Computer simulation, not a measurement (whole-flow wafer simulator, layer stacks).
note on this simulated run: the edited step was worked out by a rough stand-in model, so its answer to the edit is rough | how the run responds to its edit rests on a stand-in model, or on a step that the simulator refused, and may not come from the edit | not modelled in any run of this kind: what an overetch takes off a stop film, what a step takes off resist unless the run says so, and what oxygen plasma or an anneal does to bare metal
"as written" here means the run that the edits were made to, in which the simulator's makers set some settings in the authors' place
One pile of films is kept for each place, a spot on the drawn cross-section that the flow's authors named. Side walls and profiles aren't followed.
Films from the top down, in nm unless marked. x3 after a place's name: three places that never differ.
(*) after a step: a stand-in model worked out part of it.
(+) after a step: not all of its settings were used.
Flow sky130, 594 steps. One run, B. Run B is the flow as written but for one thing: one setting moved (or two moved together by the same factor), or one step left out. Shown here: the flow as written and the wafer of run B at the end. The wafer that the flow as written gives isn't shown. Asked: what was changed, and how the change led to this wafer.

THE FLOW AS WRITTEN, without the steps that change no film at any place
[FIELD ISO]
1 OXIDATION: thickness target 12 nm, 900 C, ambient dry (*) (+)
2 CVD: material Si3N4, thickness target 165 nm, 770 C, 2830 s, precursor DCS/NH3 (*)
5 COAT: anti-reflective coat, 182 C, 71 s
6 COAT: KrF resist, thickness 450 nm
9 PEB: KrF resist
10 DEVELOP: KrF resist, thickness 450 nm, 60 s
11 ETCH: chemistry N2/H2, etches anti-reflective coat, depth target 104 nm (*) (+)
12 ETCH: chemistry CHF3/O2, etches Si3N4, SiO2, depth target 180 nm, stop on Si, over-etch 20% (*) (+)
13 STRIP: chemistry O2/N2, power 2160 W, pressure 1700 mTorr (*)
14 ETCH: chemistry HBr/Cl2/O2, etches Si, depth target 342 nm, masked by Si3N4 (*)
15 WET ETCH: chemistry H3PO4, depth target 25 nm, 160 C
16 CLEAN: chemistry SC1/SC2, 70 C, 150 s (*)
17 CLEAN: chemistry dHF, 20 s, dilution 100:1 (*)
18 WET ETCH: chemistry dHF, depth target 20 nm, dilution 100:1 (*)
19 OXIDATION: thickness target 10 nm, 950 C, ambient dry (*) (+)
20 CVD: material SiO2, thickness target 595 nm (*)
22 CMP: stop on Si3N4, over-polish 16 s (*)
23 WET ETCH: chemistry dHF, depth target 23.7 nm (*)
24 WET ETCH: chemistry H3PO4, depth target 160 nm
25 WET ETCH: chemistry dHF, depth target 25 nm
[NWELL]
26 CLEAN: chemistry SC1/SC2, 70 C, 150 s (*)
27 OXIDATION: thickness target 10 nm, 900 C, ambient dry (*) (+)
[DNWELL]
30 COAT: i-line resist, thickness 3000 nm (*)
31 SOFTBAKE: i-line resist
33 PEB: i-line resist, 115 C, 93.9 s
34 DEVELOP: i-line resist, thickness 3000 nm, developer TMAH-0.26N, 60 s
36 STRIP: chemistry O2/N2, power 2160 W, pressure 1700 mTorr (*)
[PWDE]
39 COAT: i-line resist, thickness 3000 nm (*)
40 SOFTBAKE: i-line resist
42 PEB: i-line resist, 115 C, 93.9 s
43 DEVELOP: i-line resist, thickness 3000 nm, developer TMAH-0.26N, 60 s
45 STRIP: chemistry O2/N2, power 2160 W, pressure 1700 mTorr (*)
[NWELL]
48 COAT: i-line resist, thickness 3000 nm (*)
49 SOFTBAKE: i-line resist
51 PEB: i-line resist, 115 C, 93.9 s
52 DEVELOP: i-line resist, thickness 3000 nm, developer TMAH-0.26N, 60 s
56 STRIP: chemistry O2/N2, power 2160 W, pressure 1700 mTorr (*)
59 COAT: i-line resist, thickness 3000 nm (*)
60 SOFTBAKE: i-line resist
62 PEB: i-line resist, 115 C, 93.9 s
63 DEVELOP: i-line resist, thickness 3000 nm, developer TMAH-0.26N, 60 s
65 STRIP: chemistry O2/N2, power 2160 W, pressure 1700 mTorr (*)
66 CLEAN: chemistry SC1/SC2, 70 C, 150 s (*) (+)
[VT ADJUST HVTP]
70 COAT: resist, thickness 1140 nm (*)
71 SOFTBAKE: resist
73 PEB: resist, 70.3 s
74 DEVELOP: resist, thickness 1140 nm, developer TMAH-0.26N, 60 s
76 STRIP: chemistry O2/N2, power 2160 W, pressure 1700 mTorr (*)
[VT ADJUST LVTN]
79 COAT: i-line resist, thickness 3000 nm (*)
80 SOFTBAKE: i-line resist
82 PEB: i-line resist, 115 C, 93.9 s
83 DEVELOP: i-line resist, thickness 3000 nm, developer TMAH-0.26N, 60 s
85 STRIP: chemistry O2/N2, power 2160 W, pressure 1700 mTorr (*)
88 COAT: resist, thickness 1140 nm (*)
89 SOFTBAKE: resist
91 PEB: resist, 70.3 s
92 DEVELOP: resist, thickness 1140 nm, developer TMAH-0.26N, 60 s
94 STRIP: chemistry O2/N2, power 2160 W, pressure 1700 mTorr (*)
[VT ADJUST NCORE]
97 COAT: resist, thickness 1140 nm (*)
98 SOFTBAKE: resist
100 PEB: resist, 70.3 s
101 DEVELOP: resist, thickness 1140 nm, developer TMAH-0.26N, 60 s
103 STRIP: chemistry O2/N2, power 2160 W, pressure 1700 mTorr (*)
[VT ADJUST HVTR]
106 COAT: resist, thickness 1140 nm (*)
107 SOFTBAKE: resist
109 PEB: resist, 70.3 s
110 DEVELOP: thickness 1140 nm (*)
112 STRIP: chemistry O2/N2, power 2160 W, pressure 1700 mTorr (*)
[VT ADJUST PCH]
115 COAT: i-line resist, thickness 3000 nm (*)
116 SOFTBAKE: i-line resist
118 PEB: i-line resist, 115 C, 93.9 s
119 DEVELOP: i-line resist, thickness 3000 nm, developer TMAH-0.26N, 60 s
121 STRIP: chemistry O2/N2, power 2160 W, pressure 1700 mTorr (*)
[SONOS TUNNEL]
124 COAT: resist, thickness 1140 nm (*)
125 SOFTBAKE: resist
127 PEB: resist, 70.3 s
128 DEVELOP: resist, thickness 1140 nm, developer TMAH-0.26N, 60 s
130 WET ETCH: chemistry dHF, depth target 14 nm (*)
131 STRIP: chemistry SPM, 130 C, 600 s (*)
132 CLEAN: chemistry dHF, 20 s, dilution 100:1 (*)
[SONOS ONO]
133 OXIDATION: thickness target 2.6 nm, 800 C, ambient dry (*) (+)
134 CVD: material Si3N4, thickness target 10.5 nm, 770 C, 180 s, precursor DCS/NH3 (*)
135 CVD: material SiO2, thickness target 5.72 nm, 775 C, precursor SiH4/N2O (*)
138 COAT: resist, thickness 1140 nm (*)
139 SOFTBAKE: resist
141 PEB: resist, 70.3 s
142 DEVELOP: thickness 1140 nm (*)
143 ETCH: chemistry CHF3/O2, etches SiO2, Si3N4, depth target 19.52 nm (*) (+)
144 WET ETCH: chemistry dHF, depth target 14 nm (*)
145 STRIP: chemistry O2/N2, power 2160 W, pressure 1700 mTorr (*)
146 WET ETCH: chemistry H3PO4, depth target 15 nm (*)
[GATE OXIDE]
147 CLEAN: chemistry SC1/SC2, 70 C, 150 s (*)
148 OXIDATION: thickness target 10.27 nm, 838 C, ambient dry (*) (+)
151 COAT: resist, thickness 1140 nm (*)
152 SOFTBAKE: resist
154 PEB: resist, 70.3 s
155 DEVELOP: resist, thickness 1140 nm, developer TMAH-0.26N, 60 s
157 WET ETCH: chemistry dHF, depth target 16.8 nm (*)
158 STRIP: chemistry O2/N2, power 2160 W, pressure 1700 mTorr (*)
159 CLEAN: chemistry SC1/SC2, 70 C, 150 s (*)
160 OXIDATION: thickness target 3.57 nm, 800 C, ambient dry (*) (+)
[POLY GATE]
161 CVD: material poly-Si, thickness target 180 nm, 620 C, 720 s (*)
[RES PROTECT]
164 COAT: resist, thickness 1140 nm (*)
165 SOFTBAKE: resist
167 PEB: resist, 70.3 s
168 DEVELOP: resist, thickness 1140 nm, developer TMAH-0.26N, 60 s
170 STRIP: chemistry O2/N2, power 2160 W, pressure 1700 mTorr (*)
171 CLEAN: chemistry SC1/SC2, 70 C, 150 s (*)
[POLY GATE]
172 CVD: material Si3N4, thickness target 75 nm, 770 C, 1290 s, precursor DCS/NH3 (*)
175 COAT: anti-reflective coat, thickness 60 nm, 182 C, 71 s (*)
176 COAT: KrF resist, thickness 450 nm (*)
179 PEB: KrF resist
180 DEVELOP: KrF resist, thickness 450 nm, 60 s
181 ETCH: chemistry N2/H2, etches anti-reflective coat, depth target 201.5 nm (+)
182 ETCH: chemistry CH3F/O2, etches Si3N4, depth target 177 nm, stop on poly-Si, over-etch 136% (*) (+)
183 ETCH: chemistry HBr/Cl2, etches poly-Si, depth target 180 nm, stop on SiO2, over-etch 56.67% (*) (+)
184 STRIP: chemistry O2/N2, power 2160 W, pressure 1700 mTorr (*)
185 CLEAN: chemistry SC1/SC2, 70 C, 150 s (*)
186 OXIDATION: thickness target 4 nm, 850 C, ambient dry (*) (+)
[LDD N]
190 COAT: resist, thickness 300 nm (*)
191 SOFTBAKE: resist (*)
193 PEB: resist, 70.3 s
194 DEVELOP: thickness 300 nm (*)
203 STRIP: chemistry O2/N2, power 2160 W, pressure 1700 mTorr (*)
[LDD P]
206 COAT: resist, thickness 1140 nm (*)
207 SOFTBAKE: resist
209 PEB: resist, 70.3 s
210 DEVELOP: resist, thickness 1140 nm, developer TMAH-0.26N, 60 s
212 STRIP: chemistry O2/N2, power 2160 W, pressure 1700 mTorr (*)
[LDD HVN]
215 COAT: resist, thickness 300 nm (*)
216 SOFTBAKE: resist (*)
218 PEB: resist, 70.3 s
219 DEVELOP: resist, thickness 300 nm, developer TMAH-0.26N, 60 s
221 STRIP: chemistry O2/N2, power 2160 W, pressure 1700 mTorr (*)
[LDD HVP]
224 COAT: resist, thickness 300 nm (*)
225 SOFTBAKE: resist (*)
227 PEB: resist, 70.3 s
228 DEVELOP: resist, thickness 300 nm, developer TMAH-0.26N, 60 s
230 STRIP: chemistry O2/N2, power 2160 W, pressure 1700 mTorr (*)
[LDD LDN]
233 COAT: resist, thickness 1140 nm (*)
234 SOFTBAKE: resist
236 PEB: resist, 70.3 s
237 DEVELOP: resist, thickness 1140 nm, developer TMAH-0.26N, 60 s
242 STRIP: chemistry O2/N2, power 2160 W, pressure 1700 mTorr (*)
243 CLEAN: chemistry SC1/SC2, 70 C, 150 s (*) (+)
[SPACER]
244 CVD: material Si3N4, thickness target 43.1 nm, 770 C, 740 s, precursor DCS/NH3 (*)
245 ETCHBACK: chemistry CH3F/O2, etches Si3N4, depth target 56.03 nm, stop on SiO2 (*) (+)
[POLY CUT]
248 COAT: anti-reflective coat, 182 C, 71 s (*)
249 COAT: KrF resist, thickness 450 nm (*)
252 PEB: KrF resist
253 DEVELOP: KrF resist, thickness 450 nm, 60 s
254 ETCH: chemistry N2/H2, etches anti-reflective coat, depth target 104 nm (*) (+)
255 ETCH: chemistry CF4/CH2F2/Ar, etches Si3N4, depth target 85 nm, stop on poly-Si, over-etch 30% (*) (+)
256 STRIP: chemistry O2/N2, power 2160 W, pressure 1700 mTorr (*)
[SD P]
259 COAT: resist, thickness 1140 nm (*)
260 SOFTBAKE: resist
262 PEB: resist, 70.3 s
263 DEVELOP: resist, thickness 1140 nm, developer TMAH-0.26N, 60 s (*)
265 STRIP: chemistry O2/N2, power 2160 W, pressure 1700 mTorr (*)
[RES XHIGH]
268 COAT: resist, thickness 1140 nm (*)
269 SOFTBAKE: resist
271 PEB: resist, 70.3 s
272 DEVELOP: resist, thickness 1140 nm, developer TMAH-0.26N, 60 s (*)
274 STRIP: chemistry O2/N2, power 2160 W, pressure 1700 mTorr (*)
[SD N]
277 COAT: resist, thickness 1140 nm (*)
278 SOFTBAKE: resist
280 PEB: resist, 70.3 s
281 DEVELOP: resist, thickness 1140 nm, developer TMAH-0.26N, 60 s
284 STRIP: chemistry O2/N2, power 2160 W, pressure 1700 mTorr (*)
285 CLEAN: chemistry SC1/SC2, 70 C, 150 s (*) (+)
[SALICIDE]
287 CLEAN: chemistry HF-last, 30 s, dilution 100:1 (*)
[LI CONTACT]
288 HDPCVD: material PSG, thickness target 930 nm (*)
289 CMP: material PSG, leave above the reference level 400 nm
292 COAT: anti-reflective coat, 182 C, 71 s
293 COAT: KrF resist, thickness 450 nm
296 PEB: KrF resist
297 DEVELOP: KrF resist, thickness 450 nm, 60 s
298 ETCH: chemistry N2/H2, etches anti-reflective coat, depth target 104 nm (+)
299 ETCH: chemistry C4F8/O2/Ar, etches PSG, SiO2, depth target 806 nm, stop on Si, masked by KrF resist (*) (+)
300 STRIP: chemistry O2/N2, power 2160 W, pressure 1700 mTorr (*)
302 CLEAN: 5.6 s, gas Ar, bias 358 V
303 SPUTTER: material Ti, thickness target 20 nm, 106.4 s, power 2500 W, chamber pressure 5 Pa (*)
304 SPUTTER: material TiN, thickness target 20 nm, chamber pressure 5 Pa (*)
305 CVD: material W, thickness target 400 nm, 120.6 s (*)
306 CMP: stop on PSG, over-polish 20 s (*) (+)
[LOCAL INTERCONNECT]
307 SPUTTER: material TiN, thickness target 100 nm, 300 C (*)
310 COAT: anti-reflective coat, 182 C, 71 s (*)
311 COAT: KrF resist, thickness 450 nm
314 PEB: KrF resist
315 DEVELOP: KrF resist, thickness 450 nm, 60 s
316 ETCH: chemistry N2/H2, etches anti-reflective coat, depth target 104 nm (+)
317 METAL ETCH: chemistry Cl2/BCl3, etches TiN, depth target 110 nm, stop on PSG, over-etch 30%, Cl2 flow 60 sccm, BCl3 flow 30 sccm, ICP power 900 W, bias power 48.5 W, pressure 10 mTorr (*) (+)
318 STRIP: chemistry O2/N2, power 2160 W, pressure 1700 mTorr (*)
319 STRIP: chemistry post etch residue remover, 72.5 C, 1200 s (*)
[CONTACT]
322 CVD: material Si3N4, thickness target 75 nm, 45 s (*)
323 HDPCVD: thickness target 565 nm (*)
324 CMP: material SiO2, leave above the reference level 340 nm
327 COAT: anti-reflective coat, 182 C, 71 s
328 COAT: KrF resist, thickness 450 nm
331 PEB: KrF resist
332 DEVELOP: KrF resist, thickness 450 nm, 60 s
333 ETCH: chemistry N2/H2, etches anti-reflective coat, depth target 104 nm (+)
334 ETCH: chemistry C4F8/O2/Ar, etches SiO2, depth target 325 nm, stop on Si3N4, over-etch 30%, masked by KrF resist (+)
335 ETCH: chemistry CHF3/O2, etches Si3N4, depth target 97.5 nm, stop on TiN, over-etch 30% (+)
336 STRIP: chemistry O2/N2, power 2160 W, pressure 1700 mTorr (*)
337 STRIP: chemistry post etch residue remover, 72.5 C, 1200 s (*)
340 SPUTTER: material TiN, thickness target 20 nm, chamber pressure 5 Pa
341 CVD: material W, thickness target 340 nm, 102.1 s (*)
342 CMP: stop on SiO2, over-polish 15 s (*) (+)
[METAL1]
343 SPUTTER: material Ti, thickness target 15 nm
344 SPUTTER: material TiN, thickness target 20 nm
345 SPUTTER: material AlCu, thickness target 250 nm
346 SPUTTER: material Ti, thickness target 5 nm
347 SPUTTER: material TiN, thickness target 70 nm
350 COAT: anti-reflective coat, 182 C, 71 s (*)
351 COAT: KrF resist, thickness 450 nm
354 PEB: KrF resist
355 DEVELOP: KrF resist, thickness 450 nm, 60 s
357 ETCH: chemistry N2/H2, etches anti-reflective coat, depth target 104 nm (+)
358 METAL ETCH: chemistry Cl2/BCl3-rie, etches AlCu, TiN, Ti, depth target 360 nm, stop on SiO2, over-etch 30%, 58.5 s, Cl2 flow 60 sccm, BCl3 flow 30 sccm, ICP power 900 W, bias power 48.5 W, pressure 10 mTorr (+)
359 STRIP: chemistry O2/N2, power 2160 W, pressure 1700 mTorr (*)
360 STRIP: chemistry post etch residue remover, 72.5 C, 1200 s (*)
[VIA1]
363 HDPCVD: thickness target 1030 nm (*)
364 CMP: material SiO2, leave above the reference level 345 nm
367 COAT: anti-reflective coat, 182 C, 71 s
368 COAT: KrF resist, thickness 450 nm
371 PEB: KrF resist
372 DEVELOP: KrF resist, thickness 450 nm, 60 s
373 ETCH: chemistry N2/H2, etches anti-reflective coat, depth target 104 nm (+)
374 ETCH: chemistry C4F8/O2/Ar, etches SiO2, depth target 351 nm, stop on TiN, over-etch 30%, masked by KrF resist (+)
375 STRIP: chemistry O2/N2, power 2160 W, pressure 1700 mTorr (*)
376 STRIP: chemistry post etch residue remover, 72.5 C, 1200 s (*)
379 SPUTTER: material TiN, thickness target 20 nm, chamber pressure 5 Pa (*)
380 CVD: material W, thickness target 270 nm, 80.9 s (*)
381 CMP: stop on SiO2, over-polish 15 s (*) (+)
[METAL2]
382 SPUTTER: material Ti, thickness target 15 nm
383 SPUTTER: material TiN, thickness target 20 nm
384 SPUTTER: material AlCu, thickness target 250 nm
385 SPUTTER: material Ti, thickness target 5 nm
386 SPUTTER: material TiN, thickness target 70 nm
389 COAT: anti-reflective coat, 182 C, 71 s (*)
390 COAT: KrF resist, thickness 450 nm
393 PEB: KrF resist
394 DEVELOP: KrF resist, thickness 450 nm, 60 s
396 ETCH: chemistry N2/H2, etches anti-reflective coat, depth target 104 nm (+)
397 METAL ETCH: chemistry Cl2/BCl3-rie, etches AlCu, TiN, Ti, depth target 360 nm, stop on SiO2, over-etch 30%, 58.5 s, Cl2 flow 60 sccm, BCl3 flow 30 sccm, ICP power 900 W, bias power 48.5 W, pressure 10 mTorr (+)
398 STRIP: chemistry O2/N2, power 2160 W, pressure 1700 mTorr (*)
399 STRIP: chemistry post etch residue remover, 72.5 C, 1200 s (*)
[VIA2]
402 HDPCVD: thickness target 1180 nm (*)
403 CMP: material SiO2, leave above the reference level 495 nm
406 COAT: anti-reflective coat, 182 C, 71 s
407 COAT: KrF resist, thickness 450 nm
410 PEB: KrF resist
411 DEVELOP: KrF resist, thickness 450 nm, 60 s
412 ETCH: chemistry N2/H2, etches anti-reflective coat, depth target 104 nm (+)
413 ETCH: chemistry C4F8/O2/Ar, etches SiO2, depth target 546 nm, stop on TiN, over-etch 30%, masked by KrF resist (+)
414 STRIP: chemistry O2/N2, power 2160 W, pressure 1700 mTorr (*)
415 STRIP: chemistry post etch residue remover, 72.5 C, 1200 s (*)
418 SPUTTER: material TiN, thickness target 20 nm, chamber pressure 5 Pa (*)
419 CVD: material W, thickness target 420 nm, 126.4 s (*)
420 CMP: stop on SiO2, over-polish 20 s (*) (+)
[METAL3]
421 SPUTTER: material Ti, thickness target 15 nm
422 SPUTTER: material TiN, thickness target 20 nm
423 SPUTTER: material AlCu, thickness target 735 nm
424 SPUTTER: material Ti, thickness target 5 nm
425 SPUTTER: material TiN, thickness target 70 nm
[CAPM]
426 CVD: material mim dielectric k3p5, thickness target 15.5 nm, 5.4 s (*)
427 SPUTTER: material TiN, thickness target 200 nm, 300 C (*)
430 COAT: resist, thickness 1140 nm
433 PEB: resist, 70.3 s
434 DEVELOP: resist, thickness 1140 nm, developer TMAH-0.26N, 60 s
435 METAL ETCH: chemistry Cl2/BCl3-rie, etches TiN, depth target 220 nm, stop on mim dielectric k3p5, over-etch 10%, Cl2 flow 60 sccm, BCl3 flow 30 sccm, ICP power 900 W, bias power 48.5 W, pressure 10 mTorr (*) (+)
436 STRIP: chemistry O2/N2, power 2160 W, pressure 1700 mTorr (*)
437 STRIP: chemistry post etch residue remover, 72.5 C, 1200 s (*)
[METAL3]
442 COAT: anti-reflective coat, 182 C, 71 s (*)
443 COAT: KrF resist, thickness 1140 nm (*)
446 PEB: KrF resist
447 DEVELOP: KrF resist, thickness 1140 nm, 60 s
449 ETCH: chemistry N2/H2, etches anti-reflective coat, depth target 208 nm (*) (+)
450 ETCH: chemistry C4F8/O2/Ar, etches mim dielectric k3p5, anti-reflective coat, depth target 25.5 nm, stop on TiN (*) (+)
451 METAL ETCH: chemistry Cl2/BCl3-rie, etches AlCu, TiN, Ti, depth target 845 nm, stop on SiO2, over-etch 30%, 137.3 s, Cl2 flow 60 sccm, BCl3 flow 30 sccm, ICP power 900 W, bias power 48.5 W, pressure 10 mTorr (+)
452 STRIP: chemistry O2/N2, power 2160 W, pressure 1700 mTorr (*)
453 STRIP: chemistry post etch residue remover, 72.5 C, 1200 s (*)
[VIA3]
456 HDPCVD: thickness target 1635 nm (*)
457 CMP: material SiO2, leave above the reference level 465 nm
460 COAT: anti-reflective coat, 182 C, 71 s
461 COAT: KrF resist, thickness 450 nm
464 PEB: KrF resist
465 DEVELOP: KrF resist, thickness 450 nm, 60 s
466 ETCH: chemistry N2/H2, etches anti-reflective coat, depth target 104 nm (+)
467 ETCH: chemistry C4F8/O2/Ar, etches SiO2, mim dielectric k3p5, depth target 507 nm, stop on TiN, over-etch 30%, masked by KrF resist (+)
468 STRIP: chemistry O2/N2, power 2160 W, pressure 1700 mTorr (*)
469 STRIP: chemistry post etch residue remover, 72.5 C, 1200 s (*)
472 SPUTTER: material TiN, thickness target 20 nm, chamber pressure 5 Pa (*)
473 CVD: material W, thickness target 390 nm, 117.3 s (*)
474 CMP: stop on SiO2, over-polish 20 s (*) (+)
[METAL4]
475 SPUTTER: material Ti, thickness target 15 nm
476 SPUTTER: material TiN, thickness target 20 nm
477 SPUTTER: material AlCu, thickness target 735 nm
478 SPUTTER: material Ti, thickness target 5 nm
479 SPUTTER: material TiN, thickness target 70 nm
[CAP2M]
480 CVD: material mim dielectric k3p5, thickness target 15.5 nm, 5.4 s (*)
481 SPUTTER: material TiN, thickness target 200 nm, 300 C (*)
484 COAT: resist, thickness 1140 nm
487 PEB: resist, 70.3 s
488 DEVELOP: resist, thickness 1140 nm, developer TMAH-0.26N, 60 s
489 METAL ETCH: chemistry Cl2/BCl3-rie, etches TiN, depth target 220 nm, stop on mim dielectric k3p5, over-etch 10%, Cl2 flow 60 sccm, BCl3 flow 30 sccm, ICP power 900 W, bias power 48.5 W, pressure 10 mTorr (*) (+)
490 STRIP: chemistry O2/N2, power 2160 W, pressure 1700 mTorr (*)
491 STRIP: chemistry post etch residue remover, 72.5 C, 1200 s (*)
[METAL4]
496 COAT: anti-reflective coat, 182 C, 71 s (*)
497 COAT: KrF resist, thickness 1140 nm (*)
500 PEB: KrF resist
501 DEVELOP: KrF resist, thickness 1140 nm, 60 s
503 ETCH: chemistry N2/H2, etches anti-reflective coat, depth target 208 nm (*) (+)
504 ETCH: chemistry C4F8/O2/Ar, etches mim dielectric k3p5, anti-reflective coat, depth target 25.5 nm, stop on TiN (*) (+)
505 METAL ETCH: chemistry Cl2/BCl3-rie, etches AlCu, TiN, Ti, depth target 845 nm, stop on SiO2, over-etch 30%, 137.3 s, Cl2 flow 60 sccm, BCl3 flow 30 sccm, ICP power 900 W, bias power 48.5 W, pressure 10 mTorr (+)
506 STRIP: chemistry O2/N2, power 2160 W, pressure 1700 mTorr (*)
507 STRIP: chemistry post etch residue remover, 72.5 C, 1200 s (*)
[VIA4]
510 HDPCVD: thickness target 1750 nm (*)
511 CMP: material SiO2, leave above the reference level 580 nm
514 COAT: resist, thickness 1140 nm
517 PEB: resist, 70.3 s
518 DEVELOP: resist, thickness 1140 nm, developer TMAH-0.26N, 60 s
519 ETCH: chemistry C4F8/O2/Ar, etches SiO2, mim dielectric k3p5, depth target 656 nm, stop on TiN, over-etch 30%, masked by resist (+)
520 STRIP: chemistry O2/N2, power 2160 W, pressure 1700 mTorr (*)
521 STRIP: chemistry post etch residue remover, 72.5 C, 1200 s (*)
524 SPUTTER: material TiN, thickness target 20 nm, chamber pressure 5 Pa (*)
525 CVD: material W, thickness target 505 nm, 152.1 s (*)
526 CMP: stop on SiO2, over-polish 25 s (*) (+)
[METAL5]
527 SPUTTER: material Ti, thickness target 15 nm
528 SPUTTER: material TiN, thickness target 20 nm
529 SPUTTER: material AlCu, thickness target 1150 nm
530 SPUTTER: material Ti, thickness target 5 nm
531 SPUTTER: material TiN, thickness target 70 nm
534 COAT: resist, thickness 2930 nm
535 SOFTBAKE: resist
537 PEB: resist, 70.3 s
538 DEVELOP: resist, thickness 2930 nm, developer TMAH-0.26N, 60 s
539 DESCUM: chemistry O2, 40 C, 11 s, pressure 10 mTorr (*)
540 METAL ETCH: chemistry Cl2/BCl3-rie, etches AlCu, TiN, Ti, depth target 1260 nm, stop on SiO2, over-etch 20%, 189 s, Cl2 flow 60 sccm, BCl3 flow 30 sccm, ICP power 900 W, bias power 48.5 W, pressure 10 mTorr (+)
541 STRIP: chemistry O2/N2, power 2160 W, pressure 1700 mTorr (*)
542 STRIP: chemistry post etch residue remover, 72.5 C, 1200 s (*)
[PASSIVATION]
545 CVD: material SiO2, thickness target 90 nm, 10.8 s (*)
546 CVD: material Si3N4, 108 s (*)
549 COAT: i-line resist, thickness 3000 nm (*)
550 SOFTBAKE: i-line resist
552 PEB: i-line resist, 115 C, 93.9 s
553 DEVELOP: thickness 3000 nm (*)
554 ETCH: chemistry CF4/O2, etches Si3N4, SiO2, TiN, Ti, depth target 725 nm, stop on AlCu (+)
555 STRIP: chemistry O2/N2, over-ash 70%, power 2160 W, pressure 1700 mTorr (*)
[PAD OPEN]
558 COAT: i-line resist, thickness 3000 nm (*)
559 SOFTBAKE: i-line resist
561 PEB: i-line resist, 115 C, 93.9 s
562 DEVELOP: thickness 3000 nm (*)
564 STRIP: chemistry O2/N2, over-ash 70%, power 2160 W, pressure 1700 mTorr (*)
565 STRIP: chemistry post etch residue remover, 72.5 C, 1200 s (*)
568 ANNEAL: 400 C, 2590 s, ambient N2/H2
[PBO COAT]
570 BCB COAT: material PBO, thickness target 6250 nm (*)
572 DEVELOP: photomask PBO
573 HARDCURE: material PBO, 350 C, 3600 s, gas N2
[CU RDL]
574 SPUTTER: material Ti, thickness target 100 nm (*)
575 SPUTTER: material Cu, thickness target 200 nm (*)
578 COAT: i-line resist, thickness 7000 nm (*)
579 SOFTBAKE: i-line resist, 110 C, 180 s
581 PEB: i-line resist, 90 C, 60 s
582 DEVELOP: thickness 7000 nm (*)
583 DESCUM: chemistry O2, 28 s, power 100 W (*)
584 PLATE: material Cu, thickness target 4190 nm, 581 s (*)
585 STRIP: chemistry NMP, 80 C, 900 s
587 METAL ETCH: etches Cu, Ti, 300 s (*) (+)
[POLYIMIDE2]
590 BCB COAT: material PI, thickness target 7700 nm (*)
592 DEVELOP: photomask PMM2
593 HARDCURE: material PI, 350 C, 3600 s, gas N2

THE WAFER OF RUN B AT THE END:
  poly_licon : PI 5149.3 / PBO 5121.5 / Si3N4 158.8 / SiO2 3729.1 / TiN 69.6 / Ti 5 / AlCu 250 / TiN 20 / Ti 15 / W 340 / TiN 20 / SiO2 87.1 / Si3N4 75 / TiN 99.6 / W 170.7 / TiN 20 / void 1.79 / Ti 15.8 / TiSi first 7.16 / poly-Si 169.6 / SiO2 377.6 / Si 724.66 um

The cause: step 305, CVD: thickness target 170 nm was run, where the flow has thickness target 400 nm; step 305, CVD: 51.24 s was run, where the flow has 120.6 s.

How the change led to this, step by step:
  305 CVD: material W, thickness target 400 nm, 120.6 s (*)
      field, active, n_well and 185 more: W +170.7 (new film) (as written it would be: W +400 (new film))
      ndiff_licon: W +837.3 (new film) (as written it would be: W +1066.5 (new film))
      (and at 2 more places)
  306 CMP: stop on PSG, over-polish 20 s (*) (+)
      poly_licon: nothing (as written it would be: W -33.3)
      field, active, n_well and 184 more: W -170.7 (all of it), TiN -20 (all of it), Ti -20 (all of it), PSG -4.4 (as written it would be: W -400 (all of it), TiN -20 (all of it), Ti -20 (all of it), PSG -4.4)
      (and at 3 more places)
  310 COAT: anti-reflective coat, 182 C, 71 s (*)
      poly_licon: anti-reflective coat +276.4 (new film) (as written it would be: anti-reflective coat +80.5 (new film))
  318 STRIP: chemistry O2/N2, power 2160 W, pressure 1700 mTorr (*)
      poly_licon: KrF resist -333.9 (all of it), anti-reflective coat -276.4 (all of it) (as written it would be: KrF resist -333.9 (all of it), anti-reflective coat -80.5 (all of it))
  324 CMP: material SiO2, leave above the reference level 340 nm
      poly_licon: SiO2 -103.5 (as written it would be: SiO2 -299.5)
  334 ETCH: chemistry C4F8/O2/Ar, etches SiO2, depth target 325 nm, stop on Si3N4, over-etch 30%, masked by KrF resist (+)
      poly_licon: SiO2 -325 (as written it would be: SiO2 -264.9 (all of it))
  335 ETCH: chemistry CHF3/O2, etches Si3N4, depth target 97.5 nm, stop on TiN, over-etch 30% (+)
      poly_licon: SiO2 -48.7 (as written it would be: Si3N4 -75 (all of it))
  340 SPUTTER: material TiN, thickness target 20 nm, chamber pressure 5 Pa
      poly_licon: TiN +20 (new film) (as written it would be: TiN +20)
  342 CMP: stop on SiO2, over-polish 15 s (*) (+)
      poly_licon: nothing (as written it would be: W -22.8)
  350 COAT: anti-reflective coat, 182 C, 71 s (*)
      poly_licon: anti-reflective coat +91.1 (new film) (as written it would be: anti-reflective coat +80.5 (new film))
  359 STRIP: chemistry O2/N2, power 2160 W, pressure 1700 mTorr (*)
      poly_licon: KrF resist -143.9 (all of it), anti-reflective coat -91.1 (all of it) (as written it would be: KrF resist -143.9 (all of it), anti-reflective coat -80.5 (all of it))
Counting metal films that touch as one body, poly_licon has 3 bodies (between them, from the top down: SiO2 87.1 / Si3N4 75; void 1.79); the flow as written gives 2 bodies (between them, from the top down: void 1.79).
